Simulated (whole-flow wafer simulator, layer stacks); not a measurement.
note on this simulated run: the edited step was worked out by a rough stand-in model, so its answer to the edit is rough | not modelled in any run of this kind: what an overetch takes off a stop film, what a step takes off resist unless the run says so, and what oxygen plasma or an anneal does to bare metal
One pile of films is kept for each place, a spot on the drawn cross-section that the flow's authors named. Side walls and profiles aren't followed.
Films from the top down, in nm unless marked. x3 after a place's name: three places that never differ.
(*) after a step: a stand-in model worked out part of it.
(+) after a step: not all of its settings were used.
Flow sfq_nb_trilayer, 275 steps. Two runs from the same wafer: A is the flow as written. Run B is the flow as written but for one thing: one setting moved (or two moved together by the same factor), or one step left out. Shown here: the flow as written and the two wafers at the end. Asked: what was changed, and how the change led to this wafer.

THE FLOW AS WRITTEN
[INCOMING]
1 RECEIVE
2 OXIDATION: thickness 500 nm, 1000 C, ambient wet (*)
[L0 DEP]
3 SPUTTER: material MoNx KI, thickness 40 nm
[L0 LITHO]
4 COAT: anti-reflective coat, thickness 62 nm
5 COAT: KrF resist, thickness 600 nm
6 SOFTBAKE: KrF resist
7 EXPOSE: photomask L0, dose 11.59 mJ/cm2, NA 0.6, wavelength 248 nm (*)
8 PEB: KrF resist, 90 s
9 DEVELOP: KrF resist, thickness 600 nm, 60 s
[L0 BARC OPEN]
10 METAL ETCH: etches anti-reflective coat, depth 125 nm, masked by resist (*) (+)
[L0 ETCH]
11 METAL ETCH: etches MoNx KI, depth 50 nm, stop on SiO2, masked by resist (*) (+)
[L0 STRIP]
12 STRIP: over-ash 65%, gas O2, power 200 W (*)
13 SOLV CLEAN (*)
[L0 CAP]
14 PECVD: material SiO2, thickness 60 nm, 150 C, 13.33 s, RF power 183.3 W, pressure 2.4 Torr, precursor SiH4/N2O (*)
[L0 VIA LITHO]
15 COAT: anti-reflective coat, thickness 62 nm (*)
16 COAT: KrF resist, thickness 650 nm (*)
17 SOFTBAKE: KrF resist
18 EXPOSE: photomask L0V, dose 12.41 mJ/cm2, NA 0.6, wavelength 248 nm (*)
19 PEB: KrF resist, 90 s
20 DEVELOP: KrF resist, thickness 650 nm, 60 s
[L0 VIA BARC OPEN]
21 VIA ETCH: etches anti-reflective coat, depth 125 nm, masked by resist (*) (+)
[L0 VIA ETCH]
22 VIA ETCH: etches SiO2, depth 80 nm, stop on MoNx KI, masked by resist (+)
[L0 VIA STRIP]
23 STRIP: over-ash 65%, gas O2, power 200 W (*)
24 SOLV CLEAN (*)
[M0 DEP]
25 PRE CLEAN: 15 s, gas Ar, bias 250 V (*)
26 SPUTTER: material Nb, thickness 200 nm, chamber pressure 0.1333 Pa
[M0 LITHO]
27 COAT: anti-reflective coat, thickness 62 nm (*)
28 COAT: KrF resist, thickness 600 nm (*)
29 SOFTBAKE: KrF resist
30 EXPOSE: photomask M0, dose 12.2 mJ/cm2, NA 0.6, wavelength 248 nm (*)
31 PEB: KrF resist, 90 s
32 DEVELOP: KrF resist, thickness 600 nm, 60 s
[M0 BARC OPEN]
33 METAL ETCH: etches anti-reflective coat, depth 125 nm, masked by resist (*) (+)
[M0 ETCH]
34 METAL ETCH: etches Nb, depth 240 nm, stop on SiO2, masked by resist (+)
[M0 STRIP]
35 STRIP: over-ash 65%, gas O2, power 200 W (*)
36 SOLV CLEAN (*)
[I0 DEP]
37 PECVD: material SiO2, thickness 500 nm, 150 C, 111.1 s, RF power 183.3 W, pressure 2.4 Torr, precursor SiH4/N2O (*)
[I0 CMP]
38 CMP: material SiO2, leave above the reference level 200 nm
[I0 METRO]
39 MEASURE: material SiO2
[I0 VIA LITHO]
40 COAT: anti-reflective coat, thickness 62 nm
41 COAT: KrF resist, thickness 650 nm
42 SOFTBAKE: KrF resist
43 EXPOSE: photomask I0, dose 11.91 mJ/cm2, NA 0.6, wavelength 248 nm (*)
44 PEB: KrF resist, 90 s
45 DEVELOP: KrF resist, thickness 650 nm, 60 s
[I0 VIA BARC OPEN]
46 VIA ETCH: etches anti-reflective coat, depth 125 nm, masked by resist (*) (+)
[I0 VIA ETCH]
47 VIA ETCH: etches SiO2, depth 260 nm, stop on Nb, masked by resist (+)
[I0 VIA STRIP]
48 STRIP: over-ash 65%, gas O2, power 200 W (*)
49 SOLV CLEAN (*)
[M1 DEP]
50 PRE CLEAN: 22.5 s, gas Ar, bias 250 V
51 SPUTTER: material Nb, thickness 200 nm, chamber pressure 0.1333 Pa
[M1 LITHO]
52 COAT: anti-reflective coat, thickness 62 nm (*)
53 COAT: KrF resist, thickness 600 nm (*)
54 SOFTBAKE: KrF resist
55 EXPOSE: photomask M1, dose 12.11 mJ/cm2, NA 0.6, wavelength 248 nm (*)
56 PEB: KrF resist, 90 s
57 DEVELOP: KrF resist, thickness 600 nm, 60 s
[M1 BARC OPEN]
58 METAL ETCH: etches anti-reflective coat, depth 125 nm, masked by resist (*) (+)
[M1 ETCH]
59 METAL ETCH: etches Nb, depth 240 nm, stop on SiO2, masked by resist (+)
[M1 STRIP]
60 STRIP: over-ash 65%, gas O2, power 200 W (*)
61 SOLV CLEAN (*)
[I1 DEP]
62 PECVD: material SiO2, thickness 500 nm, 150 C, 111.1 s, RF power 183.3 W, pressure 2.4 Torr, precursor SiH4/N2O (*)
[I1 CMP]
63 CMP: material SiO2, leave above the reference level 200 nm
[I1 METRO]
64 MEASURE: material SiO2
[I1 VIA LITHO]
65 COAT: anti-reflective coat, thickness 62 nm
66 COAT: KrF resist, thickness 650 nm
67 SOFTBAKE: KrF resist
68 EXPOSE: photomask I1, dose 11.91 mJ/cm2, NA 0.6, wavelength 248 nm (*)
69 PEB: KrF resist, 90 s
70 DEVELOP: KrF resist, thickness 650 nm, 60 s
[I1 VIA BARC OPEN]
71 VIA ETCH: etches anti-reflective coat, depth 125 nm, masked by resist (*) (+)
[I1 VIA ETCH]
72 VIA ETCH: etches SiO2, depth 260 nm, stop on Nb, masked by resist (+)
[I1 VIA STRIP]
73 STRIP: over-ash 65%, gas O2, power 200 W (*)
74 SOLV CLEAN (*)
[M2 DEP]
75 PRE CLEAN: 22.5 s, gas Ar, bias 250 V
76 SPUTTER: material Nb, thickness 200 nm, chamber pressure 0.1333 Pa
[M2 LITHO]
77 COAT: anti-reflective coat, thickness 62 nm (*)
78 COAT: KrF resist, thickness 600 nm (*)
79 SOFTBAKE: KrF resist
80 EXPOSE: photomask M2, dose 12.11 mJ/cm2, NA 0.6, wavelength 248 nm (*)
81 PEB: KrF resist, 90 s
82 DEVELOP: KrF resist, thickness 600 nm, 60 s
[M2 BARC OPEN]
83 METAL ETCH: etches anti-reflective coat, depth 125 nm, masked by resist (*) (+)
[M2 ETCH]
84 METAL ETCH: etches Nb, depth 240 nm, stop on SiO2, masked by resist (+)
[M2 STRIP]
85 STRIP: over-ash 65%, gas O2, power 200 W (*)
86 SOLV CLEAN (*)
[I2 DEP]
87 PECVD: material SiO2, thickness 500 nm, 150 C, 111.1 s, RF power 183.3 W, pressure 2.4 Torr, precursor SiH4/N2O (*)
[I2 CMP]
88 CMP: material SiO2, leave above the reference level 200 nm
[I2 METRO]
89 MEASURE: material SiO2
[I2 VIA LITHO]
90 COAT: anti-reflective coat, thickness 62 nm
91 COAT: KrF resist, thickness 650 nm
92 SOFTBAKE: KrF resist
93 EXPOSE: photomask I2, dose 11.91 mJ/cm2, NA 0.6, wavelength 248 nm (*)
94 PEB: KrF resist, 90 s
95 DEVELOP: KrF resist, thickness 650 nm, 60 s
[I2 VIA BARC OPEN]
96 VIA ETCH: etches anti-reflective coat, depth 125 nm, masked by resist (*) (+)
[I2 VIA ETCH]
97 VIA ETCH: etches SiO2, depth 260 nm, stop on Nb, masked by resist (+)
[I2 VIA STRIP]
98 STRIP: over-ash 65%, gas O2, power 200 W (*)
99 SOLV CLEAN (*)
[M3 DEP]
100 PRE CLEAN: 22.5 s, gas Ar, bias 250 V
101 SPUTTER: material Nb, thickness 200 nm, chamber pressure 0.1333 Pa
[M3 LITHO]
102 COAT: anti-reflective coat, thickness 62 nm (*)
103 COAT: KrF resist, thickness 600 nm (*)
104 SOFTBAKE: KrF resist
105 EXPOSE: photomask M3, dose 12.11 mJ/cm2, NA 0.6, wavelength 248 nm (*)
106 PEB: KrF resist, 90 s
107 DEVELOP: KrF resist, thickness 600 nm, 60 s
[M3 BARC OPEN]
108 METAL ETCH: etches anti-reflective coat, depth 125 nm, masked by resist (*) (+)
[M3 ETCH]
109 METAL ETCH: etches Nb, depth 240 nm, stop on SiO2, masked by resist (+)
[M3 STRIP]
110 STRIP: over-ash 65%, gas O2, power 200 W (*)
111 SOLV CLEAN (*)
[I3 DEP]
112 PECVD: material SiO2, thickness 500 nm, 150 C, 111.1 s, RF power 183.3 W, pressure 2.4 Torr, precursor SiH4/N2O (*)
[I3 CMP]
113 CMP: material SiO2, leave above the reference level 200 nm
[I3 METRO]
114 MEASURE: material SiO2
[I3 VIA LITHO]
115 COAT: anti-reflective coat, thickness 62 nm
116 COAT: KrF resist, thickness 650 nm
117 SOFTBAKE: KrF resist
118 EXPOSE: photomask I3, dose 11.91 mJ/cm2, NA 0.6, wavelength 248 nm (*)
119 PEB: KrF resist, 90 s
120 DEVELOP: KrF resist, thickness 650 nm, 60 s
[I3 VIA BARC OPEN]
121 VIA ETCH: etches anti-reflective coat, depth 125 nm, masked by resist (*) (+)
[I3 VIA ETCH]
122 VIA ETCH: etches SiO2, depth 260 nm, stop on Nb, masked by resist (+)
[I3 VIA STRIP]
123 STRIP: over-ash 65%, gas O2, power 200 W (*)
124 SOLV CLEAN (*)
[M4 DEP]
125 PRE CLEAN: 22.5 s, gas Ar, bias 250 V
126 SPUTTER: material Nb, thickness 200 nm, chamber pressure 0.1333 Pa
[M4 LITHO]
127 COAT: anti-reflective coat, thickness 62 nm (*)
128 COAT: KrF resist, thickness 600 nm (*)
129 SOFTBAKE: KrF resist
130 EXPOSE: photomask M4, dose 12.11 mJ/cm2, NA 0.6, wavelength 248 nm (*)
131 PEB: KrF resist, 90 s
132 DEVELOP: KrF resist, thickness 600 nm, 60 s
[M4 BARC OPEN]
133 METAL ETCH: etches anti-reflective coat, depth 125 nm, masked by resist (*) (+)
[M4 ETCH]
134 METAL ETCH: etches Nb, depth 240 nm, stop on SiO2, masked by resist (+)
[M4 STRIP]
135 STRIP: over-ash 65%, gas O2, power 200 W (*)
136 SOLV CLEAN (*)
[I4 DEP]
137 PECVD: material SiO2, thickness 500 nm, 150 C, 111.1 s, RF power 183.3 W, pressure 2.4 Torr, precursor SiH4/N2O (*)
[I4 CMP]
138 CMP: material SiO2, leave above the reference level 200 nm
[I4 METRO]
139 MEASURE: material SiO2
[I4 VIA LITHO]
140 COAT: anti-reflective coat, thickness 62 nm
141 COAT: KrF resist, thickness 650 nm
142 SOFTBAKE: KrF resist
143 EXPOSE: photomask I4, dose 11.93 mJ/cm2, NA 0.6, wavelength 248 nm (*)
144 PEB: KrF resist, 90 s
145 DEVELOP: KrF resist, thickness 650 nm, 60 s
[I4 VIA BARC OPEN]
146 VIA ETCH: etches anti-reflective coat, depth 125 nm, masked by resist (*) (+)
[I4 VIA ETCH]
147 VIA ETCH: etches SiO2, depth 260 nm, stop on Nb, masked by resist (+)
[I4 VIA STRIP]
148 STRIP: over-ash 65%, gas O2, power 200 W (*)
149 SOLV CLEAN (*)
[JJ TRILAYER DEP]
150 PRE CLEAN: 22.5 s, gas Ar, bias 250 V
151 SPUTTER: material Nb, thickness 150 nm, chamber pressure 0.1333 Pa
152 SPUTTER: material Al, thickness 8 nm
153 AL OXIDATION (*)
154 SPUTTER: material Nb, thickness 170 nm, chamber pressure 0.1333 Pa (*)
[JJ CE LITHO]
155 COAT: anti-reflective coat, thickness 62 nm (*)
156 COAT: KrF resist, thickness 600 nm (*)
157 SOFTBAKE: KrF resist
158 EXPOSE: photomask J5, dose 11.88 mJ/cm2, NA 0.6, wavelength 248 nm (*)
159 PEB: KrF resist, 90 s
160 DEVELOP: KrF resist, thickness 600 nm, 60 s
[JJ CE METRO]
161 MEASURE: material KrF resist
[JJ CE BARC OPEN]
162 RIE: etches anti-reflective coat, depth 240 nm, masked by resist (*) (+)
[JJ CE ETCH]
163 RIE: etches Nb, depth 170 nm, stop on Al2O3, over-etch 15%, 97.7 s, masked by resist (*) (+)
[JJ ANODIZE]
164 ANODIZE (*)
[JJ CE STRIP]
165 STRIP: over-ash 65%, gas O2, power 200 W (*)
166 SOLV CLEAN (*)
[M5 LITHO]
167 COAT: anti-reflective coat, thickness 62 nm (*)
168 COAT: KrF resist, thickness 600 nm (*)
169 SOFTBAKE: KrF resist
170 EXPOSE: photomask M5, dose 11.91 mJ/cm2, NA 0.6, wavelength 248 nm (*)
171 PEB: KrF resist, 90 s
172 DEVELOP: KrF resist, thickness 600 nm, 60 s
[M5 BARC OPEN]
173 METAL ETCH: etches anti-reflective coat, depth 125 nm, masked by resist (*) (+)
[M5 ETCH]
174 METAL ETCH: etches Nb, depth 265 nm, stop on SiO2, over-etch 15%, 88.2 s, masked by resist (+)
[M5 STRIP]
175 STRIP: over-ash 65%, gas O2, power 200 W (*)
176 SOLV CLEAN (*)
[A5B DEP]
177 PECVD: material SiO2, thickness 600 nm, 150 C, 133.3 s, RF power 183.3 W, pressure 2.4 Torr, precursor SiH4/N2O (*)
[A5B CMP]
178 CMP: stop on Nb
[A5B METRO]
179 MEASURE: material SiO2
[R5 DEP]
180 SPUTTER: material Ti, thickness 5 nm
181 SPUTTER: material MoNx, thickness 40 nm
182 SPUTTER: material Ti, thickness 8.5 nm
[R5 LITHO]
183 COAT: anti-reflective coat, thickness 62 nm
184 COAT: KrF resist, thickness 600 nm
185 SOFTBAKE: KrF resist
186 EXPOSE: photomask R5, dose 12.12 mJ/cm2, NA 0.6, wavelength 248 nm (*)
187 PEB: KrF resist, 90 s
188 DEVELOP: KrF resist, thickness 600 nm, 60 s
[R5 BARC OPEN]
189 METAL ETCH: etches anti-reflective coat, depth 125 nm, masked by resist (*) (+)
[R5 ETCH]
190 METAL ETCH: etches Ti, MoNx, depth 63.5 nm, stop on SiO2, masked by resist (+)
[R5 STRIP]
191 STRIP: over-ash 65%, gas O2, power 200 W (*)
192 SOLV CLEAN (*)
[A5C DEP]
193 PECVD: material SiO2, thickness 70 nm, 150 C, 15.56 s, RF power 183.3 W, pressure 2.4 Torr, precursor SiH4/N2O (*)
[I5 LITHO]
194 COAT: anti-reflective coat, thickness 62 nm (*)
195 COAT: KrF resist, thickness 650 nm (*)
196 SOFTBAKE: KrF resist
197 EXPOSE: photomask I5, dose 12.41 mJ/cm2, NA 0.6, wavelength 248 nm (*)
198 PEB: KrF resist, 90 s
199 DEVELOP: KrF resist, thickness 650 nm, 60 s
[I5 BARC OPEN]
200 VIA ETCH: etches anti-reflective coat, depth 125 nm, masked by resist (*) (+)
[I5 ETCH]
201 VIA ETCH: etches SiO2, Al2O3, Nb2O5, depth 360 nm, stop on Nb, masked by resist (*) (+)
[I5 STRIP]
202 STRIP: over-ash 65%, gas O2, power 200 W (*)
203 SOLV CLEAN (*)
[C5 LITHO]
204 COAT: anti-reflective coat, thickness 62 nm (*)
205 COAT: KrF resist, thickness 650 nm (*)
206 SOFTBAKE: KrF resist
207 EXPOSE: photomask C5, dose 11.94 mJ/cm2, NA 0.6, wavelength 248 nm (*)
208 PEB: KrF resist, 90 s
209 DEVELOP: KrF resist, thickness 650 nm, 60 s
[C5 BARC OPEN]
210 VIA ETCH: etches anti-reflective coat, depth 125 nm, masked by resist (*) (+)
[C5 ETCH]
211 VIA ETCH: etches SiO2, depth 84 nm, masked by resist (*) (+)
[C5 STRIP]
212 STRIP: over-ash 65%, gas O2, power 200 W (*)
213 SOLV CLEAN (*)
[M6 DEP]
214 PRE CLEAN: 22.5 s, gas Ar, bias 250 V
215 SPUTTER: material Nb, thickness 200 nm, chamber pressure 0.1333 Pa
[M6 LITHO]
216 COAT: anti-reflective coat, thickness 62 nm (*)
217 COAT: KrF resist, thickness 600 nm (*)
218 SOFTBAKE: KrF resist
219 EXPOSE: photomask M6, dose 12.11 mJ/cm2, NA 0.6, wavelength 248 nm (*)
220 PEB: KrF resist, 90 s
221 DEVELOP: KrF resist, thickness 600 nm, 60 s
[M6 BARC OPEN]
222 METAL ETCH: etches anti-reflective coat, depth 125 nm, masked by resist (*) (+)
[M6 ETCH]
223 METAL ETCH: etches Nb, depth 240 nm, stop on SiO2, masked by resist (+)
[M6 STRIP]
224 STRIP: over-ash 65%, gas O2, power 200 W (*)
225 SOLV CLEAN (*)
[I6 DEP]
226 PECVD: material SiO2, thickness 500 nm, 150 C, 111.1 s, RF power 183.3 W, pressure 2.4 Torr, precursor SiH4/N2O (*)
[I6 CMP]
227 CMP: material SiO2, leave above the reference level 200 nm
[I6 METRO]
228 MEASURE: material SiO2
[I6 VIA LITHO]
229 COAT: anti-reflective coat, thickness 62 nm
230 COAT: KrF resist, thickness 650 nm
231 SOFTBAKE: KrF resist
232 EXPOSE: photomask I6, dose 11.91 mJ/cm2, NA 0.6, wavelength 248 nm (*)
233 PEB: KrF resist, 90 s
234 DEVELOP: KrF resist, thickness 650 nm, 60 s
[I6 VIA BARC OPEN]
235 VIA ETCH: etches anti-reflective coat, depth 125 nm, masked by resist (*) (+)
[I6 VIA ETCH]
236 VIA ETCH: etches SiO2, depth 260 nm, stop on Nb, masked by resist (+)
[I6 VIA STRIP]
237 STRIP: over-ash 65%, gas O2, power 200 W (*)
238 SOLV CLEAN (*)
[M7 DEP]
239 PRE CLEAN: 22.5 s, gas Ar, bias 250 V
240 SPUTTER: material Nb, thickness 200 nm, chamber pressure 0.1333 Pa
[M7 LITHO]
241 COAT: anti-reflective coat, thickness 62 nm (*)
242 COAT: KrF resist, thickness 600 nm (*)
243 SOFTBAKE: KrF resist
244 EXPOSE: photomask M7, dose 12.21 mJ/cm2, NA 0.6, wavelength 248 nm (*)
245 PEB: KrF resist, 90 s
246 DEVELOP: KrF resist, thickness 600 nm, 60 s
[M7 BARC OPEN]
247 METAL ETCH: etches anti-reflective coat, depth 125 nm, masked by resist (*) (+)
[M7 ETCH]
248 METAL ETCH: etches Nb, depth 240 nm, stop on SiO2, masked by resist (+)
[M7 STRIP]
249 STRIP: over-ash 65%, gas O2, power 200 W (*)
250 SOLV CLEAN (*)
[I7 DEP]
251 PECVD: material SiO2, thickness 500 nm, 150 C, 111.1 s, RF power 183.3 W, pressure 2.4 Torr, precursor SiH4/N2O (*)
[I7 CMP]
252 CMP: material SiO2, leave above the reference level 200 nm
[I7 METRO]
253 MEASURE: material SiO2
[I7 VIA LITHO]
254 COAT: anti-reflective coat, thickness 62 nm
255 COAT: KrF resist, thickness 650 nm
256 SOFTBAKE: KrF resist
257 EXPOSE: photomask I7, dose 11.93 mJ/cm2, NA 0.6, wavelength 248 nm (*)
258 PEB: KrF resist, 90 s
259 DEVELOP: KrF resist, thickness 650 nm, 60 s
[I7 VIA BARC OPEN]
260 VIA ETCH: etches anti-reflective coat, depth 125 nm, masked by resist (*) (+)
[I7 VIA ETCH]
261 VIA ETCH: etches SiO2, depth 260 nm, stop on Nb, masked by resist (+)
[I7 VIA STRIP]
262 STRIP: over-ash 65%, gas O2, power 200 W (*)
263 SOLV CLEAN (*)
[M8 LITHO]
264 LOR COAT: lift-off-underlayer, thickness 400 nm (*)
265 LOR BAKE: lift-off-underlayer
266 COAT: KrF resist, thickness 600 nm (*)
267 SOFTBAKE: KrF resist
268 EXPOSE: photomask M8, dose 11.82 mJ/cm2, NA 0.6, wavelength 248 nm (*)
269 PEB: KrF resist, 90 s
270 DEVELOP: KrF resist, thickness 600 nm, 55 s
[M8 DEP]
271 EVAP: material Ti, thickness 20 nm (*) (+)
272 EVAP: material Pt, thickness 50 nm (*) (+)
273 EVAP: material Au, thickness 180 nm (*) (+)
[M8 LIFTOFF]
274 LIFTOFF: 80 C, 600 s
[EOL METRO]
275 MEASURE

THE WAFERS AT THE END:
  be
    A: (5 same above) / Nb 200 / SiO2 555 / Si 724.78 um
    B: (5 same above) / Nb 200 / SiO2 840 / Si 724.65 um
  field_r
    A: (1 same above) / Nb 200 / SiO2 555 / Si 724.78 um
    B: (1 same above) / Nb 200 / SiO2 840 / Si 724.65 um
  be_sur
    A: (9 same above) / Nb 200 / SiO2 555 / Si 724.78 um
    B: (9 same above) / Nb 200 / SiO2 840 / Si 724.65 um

The cause: step 2, OXIDATION: thickness 785 nm was run, where the flow has thickness 500 nm.

How the change led to this, step by step:
  2 OXIDATION: thickness 500 nm, 1000 C, ambient wet (*)
      field_l, v_sur, via_wl and 103 more: A SiO2 +500 (new film), chemical SiO2 -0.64 (all of it), Si -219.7 | B SiO2 +785 (new film), chemical SiO2 -0.64 (all of it), Si -345.1
